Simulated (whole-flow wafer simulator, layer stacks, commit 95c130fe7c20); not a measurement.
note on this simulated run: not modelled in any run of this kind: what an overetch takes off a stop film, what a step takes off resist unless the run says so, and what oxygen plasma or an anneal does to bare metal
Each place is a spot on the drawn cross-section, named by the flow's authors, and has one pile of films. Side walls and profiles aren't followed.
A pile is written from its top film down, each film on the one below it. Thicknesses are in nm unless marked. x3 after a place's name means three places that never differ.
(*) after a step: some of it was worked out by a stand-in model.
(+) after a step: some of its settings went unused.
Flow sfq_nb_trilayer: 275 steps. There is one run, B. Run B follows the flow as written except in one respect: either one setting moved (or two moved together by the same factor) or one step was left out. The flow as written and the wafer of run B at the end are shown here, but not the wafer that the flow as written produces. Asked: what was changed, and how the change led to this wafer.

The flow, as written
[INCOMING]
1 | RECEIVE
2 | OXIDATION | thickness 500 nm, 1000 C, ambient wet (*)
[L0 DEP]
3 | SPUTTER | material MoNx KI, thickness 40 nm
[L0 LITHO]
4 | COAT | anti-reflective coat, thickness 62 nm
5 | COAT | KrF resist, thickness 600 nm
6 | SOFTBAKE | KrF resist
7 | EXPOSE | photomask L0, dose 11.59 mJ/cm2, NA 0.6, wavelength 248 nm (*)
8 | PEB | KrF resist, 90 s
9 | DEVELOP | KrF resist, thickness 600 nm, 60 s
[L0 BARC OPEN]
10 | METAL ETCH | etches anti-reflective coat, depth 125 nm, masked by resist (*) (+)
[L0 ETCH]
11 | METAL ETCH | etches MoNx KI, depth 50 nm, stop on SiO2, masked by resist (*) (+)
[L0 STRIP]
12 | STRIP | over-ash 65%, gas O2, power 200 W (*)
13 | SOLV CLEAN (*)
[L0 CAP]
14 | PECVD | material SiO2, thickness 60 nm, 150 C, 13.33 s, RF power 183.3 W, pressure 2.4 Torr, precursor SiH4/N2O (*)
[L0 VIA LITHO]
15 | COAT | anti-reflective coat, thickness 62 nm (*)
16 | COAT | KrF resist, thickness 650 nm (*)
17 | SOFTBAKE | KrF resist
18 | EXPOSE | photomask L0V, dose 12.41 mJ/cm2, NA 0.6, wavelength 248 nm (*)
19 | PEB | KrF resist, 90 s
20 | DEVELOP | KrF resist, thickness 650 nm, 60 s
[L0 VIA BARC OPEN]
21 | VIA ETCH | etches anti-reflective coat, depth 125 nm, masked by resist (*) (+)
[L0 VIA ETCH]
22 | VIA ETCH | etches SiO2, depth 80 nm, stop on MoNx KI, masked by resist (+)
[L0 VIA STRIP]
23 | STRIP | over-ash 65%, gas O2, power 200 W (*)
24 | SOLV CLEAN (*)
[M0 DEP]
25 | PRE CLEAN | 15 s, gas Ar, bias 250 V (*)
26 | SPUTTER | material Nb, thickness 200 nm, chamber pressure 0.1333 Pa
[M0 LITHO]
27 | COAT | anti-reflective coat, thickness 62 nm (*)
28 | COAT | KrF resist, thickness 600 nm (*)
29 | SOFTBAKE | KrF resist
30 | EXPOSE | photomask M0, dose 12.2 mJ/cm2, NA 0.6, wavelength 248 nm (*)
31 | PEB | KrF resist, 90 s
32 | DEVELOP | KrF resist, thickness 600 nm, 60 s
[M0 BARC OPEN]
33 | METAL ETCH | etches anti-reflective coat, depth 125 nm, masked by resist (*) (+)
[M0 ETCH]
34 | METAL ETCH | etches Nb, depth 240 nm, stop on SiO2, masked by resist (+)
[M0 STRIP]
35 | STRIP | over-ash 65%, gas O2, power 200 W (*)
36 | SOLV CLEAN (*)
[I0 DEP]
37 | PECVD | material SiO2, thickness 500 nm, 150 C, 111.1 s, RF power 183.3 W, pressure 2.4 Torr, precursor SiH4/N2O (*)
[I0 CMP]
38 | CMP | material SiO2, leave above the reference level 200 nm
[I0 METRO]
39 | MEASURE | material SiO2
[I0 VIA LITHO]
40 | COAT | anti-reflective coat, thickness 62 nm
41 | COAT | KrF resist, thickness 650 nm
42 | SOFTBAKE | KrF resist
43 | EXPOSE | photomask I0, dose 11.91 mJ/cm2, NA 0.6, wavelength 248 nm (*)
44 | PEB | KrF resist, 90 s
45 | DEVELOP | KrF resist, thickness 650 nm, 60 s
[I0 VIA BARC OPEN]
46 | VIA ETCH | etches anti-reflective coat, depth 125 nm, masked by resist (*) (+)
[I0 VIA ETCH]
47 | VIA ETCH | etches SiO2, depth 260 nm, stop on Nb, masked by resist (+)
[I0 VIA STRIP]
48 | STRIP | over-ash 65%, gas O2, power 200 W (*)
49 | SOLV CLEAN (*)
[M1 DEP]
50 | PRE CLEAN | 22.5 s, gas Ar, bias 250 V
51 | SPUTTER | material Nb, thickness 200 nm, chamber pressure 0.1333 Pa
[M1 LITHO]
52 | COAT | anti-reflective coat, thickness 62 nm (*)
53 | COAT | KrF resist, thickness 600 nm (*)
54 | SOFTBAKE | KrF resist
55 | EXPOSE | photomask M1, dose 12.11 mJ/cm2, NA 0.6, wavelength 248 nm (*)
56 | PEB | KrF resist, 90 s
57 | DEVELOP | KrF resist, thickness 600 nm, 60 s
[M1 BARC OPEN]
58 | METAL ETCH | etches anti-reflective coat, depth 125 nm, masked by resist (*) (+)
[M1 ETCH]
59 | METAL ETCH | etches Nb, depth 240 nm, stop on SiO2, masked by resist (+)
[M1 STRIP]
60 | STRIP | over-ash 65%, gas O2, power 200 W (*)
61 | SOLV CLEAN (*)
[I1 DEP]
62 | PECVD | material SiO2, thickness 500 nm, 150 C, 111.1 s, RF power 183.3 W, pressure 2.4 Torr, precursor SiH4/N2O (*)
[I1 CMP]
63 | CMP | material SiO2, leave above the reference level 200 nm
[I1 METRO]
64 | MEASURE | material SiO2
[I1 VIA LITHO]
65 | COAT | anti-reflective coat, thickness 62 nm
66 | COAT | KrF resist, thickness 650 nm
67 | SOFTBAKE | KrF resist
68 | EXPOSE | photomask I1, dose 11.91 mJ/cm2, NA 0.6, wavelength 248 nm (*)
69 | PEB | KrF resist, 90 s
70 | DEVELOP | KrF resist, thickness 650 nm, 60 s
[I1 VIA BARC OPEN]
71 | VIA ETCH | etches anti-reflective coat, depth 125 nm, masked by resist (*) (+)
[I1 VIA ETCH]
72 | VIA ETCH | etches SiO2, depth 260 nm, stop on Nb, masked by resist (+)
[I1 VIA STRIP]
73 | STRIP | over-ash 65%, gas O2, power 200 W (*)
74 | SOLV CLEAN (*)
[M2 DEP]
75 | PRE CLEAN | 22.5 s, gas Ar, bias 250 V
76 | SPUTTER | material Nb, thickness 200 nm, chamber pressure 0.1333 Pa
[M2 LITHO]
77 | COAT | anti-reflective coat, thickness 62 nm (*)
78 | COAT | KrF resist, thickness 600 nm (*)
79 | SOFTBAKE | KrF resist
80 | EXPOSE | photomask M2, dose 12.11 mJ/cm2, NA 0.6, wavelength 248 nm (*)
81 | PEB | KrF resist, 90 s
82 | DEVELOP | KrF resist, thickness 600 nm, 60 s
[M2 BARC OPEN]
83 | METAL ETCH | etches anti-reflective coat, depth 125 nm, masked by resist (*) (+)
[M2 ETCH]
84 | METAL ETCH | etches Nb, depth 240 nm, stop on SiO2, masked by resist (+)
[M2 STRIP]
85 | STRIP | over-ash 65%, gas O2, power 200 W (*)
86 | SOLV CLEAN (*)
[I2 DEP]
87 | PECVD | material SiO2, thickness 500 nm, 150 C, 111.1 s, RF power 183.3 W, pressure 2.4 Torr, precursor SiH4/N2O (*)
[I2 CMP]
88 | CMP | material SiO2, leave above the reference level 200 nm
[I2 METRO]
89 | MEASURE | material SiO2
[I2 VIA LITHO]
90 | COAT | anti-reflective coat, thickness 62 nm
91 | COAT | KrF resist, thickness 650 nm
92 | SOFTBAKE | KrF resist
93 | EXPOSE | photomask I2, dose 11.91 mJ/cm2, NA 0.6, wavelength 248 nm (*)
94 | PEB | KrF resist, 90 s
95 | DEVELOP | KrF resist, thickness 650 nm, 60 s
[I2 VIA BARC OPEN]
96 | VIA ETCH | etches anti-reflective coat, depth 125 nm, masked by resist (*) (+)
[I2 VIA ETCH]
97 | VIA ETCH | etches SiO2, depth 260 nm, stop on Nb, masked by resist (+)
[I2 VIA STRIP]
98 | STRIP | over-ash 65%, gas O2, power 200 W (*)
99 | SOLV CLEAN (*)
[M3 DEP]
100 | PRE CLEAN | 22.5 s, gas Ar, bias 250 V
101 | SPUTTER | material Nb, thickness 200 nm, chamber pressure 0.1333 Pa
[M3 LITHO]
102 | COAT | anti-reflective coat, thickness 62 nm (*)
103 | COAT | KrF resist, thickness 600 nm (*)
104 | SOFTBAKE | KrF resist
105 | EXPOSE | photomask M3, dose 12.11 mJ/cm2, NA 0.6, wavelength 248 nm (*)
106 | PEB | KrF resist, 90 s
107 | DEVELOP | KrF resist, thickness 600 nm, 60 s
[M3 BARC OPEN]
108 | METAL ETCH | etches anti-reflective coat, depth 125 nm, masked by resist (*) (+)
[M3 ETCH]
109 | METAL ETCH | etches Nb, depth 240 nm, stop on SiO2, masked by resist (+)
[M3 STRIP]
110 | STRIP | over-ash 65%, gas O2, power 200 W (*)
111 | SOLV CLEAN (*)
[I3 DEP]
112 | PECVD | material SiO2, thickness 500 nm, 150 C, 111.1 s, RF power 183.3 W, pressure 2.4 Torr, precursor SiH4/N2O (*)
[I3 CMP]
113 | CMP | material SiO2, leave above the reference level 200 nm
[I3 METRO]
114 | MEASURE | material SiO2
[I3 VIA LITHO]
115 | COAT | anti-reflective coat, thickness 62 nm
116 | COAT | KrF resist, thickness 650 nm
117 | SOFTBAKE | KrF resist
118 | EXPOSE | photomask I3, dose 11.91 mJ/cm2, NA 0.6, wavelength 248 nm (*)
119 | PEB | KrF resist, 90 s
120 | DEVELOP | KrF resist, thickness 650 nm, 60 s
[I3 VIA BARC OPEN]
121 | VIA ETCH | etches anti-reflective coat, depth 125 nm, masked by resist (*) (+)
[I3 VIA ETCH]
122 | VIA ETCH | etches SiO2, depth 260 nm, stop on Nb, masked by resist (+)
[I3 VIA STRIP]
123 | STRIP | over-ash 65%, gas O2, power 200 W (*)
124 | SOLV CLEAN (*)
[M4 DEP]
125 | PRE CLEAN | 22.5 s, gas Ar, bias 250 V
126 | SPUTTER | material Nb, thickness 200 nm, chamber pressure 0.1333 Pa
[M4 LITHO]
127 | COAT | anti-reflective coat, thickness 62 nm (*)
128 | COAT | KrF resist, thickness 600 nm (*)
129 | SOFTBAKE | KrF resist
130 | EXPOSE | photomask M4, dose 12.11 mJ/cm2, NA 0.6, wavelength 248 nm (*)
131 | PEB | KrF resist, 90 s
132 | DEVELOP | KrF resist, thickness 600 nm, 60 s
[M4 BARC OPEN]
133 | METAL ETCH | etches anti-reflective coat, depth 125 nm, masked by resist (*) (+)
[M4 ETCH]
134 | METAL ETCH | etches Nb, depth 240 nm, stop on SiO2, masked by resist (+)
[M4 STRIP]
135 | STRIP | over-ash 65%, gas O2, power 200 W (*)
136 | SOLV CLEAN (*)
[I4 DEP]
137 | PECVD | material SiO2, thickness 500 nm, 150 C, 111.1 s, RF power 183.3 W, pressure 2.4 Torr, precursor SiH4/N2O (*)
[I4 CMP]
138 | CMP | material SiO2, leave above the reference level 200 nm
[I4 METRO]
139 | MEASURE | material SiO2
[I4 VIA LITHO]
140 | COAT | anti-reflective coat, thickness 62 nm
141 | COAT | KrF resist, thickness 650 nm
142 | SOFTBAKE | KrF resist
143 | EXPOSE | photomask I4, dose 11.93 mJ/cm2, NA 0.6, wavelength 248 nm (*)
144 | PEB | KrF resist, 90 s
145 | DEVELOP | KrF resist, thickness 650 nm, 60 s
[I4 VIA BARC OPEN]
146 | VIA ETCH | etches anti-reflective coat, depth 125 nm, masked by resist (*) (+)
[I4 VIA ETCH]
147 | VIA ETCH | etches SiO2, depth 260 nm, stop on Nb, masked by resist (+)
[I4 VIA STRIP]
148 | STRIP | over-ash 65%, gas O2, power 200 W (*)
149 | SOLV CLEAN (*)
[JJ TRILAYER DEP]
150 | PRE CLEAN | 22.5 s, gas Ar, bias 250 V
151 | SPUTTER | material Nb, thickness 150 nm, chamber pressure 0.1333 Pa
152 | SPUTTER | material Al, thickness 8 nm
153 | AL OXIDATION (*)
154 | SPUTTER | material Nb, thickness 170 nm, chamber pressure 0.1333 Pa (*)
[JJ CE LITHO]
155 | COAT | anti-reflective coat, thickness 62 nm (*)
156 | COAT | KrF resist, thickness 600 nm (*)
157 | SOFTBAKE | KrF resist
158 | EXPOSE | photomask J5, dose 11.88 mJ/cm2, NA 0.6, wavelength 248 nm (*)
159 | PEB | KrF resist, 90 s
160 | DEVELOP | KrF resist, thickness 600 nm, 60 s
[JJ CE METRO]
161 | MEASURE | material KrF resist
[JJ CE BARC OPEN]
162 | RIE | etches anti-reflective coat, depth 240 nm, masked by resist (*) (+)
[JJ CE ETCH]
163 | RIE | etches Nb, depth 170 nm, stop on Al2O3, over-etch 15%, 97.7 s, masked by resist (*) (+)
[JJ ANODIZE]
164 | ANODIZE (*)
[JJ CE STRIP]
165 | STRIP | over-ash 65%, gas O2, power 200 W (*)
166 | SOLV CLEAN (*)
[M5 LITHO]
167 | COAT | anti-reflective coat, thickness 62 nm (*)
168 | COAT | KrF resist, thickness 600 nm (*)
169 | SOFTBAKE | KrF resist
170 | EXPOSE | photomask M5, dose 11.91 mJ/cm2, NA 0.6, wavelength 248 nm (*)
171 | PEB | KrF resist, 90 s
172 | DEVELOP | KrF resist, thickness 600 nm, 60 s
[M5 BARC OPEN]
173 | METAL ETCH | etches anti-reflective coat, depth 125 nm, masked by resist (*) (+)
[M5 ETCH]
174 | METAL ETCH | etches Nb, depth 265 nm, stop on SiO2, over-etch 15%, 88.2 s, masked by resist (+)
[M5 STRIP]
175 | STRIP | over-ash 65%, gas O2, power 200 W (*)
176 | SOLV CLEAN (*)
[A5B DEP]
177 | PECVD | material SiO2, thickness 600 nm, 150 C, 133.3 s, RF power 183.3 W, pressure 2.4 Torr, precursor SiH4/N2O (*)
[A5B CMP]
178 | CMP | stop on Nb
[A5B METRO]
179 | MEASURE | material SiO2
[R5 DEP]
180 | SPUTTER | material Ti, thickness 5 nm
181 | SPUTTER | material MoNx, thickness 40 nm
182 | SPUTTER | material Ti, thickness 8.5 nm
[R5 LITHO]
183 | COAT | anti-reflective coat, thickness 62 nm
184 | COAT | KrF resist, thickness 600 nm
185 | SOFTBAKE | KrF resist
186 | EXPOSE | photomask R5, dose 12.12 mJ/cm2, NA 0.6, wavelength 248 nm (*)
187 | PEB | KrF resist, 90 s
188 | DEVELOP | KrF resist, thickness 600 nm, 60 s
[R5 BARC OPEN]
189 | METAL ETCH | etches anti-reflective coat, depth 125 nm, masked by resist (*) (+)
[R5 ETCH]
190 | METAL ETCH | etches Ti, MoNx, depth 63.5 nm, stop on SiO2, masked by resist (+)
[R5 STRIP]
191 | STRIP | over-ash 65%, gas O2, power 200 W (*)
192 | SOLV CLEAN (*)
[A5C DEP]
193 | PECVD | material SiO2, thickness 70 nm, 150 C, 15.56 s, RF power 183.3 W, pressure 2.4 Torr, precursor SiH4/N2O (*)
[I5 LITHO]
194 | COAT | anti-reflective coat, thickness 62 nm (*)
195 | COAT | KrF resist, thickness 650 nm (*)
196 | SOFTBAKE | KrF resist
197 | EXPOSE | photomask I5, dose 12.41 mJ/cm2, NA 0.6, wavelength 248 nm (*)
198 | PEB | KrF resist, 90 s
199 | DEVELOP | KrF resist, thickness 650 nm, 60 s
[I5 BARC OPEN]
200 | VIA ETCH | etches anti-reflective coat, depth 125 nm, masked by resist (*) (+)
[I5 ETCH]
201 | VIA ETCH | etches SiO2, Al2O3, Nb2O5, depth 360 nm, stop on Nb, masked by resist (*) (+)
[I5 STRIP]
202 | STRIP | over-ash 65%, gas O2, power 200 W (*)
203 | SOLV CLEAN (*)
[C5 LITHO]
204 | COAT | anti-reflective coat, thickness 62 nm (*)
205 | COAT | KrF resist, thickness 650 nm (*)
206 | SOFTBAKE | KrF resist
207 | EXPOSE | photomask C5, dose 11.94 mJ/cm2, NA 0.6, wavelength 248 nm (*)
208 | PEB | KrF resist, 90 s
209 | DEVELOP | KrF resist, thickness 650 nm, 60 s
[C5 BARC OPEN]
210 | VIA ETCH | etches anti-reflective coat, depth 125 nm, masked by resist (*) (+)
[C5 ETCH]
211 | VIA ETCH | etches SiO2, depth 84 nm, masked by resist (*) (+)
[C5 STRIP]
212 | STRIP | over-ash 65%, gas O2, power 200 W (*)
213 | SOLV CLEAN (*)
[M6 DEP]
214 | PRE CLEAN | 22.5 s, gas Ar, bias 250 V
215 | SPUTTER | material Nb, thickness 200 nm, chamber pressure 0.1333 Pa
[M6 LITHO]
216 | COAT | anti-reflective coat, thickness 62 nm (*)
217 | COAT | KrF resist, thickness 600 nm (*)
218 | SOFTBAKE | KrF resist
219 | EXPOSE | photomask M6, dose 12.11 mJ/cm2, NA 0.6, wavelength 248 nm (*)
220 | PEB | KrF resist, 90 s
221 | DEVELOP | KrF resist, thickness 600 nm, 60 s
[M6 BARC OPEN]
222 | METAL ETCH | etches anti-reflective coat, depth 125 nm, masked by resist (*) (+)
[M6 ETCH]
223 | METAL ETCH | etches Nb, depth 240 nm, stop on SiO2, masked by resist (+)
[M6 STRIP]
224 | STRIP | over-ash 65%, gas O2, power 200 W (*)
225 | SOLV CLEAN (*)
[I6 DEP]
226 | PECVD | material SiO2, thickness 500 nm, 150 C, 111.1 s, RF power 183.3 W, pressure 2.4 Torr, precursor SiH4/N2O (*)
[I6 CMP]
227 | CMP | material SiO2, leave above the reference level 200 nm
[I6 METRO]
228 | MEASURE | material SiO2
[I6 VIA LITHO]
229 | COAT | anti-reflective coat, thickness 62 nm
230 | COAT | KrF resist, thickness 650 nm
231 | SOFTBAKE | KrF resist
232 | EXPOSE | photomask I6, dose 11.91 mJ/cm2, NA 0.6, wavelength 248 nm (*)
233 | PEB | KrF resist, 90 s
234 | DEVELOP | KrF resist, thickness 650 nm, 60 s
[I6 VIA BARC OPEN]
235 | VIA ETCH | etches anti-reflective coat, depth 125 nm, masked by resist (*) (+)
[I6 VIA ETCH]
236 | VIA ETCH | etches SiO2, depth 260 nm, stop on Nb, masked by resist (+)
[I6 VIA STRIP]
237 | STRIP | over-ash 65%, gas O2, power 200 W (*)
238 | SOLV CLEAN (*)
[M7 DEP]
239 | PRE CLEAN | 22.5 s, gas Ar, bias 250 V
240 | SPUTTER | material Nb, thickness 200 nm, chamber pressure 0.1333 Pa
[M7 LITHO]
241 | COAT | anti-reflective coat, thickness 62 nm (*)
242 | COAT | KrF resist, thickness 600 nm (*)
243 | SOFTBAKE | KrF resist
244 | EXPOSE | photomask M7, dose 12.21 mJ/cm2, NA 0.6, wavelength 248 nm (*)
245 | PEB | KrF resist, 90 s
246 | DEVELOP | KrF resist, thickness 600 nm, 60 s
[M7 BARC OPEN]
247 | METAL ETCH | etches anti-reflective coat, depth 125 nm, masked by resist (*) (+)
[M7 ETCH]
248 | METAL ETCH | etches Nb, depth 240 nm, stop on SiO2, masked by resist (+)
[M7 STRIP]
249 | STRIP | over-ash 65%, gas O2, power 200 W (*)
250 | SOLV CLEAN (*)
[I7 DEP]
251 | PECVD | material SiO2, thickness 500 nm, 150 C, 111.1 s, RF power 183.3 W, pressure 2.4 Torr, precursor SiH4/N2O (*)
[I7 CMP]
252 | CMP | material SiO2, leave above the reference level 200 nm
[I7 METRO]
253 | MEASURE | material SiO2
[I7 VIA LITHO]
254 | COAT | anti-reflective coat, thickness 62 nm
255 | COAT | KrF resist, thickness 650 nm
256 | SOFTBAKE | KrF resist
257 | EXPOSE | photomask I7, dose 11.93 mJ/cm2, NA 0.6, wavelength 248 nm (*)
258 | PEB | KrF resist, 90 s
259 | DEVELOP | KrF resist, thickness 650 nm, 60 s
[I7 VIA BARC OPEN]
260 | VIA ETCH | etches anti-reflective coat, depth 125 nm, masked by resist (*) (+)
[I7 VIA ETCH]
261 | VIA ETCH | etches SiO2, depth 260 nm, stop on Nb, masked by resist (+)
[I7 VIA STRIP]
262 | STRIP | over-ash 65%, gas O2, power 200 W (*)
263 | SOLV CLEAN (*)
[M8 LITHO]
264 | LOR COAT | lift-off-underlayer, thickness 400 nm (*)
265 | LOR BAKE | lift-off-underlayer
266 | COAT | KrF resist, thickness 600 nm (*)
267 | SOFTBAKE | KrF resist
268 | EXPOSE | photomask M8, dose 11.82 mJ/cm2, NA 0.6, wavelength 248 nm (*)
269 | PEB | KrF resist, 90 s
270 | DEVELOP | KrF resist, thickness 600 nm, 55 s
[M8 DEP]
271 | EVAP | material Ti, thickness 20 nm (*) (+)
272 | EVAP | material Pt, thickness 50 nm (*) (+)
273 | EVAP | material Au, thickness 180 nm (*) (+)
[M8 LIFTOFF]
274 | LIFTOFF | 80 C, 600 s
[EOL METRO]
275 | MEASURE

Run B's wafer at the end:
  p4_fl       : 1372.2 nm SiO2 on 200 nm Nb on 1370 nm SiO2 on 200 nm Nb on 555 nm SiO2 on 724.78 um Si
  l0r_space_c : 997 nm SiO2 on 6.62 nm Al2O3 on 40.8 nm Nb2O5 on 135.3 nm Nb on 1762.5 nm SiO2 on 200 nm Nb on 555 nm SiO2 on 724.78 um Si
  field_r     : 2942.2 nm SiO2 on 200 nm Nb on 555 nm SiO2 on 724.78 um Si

Cause: step 152, SPUTTER: thickness 4.32 nm was run, while the flow as written has thickness 8 nm.

How this came from the change, step by step:
  152 | SPUTTER | material Al, thickness 8 nm
      field_l, v_sur, via_sp and 100 more: +4.32 Al (new film) (it would be, as written: +8 Al (new film))
      via_wl, via_wr: +2.77 Al (new film) (it would be, as written: +5.14 Al (new film))
      (and at 1 other place as well)
  155 | COAT | anti-reflective coat, thickness 62 nm (*)
      via_wl, via_wr: +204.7 anti-reflective coat (new film) (it would be, as written: +209.4 anti-reflective coat (new film))
  162 | RIE | etches anti-reflective coat, depth 240 nm, masked by resist (*) (+)
      ce_l, c5j, ce_r, wl_jj: -204.7 KrF resist (it would be, as written: -209.4 KrF resist)
      via_wl, via_wr: -204.7 anti-reflective coat (all of it) (it would be, as written: -209.4 anti-reflective coat (all of it))
  164 | ANODIZE (*)
      field_l, v_sur, via_sp and 96 more: +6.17 Al2O3, +40.8 Nb2O5 (new film), -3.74 Al (all of it), -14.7 Nb (it would be, as written: +12.2 Al2O3, +29.9 Nb2O5 (new film), -7.42 Al (all of it), -10.8 Nb)
      via_wl, via_wr: +3.62 Al2O3 (new film), +46.2 Nb2O5 (new film), -2.19 Al (all of it), -16.6 Nb (it would be, as written: +7.52 Al2O3 (new film), +39.2 Nb2O5 (new film), -4.56 Al (all of it), -14.1 Nb)
      (and at 1 other place as well)
  174 | METAL ETCH | etches Nb, depth 265 nm, stop on SiO2, over-etch 15%, 88.2 s, masked by resist (+)
      r_sur, res, r_end and 48 more: -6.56 Al2O3 (all of it), -40.8 Nb2O5 (all of it), -135.3 Nb (all of it), -12.2 SiO2 (it would be, as written: -12.6 Al2O3 (all of it), -29.9 Nb2O5 (all of it), -139.2 Nb (all of it), -12.3 SiO2)
      field_l, wl_a_sl: -6.55 Al2O3 (all of it), -40.8 Nb2O5 (all of it), -135.3 Nb (all of it), -12.2 SiO2 (it would be, as written: -12.6 Al2O3 (all of it), -29.9 Nb2O5 (all of it), -139.2 Nb (all of it), -12.3 SiO2)
  201 | VIA ETCH | etches SiO2, Al2O3, Nb2O5, depth 360 nm, stop on Nb, masked by resist (*) (+)
      be: -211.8 SiO2 (all of it), -6.62 Al2O3 (all of it), -40.8 Nb2O5 (all of it) (it would be, as written: -216.4 SiO2 (all of it), -12.7 Al2O3 (all of it), -29.9 Nb2O5 (all of it))
